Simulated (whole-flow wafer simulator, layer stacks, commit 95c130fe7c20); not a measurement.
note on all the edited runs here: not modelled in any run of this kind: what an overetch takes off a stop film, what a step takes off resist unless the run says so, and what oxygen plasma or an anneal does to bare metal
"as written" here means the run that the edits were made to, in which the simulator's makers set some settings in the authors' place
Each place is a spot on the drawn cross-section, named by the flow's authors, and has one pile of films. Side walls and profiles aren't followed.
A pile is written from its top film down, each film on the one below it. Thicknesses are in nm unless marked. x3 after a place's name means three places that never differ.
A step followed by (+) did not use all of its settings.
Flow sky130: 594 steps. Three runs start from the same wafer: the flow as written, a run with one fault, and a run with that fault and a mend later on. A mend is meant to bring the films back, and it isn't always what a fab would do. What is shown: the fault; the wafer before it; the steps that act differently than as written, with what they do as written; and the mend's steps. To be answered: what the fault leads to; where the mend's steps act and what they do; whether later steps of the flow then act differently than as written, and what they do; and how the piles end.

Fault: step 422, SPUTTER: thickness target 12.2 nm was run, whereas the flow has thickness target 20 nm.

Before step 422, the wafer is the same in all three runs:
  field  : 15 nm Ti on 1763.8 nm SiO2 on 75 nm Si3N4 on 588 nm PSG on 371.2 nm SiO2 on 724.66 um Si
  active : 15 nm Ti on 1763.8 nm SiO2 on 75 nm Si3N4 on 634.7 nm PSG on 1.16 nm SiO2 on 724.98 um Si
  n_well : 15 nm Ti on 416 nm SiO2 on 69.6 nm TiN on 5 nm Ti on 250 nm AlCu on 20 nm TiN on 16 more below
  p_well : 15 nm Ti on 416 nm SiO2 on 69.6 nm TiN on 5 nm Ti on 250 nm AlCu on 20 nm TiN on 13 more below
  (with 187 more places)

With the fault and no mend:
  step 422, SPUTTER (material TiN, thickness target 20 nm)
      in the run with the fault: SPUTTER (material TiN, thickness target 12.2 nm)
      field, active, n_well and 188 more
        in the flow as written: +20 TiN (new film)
        in the run with the fault: +12.2 TiN (new film)
  Steps later in the flow that act otherwise than as written (14 other steps are not shown; they differ only slightly, by no more than 2% or 0.5 nm, whichever is larger):
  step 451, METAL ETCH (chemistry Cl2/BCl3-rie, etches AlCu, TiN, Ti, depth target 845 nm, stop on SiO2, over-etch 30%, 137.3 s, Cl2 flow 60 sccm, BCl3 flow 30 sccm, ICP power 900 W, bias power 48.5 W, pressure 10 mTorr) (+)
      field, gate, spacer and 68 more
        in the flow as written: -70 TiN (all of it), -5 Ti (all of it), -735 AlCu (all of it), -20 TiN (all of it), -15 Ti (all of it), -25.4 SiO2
        in the run with the fault: -70 TiN (all of it), -5 Ti (all of it), -735 AlCu (all of it), -12.2 TiN (all of it), -15 Ti (all of it), -26.1 SiO2
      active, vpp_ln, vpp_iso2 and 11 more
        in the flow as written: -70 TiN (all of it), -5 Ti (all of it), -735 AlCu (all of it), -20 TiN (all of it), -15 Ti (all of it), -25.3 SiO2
        in the run with the fault: -70 TiN (all of it), -5 Ti (all of it), -735 AlCu (all of it), -12.2 TiN (all of it), -15 Ti (all of it), -26.1 SiO2
  The piles end different from the flow's at n_well, p_well, gate_hv and 104 more by more than 2% or 0.5 nm, whichever is larger.
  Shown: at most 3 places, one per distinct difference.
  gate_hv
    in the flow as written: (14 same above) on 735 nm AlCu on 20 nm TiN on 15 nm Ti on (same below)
    in the run with the fault: (14 same above) on 735 nm AlCu on 12.2 nm TiN on 15 nm Ti on (same below)
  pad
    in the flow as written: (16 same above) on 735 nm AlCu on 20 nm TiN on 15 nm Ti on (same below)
    in the run with the fault: (16 same above) on 735 nm AlCu on 12.2 nm TiN on 15 nm Ti on (same below)
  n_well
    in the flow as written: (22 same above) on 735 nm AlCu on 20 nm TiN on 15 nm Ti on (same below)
    in the run with the fault: (22 same above) on 735 nm AlCu on 12.2 nm TiN on 15 nm Ti on (same below)

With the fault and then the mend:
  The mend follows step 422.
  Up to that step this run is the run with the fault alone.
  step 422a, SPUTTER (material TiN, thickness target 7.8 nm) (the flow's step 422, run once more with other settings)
      field, active, n_well and 188 more
        +7.8 TiN
  None of the later steps of the flow acts differently than as written at any place that is followed.
  The piles end the same as the flow's at every place that both follow.
